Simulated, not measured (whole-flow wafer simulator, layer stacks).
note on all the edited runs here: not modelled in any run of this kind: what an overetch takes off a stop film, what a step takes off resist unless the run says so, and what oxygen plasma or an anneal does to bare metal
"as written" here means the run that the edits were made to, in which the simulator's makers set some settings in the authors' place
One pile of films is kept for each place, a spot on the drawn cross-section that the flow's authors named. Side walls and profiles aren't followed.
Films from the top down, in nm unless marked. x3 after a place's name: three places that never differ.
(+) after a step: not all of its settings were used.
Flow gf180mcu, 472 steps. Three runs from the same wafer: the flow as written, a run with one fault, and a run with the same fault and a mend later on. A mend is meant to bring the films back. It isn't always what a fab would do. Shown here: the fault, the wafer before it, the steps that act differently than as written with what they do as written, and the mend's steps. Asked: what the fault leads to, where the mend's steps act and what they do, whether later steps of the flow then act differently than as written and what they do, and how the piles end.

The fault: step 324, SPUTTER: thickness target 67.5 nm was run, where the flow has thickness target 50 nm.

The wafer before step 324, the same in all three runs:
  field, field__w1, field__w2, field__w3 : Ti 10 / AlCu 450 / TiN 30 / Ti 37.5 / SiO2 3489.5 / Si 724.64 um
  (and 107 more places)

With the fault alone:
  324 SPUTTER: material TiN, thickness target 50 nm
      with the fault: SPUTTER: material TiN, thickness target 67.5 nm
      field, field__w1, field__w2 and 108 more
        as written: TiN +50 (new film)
        with the fault: TiN +67.5 (new film)
  Later steps of the flow that act differently than as written (5 more steps differ only slightly, by at most 2% or 0.5 nm, whichever is larger, and aren't shown):
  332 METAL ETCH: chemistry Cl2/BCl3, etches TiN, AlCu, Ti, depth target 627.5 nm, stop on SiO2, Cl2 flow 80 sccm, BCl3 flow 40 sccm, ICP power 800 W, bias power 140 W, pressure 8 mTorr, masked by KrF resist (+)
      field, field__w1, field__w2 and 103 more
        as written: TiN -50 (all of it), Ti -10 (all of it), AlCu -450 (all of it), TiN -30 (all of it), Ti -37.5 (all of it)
        with the fault: TiN -67.5 (all of it), Ti -10 (all of it), AlCu -450 (all of it), TiN -30 (all of it), Ti -37.5 (all of it)
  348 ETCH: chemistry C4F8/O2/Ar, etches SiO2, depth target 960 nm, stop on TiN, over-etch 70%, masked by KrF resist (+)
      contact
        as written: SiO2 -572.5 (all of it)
        with the fault: SiO2 -555 (all of it)
  At the end the piles differ from the flow's by more than 2% or 0.5 nm, whichever is larger, at field__w8, contact, m1, m1__w1, m1_nw.
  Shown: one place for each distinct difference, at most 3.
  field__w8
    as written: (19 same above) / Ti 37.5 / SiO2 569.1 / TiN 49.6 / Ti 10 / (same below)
    with the fault: (19 same above) / Ti 37.5 / SiO2 551.6 / TiN 67.1 / Ti 10 / (same below)
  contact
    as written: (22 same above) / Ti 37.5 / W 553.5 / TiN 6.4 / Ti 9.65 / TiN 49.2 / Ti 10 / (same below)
    with the fault: (22 same above) / Ti 37.5 / W 535.8 / TiN 6.47 / Ti 9.75 / TiN 66.7 / Ti 10 / (same below)

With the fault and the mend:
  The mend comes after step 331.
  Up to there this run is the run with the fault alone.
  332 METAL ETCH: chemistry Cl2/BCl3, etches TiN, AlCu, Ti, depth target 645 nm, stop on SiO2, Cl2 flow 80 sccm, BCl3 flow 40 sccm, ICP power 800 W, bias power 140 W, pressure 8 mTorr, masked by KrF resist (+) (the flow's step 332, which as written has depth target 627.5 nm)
      field, field__w1, field__w2 and 103 more
        TiN -67.5 (all of it), Ti -10 (all of it), AlCu -450 (all of it), TiN -30 (all of it), Ti -37.5 (all of it)
      field__w8, contact, m1, m1__w1, m1_nw
        KrF resist -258
  Later steps of the flow that act differently than as written (6 more steps differ only slightly, by at most 2% or 0.5 nm, whichever is larger, and aren't shown):
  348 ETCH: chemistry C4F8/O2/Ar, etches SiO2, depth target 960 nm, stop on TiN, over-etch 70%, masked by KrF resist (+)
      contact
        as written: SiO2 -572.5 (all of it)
        with the mend: SiO2 -555 (all of it)
  At the end the piles differ from the flow's by more than 2% or 0.5 nm, whichever is larger, at field__w8, contact, m1, m1__w1, m1_nw.
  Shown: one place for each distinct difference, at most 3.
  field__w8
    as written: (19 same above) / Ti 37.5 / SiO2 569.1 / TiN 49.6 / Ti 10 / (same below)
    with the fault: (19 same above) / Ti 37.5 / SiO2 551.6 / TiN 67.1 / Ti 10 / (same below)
    with the mend: (19 same above) / Ti 37.5 / SiO2 551.6 / TiN 67.1 / Ti 10 / (same below)
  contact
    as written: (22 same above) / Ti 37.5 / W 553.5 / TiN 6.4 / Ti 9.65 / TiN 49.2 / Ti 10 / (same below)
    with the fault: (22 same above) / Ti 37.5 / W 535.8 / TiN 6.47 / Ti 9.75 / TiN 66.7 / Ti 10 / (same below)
    with the mend: (22 same above) / Ti 37.5 / W 535.8 / TiN 6.47 / Ti 9.75 / TiN 66.7 / Ti 10 / (same below)
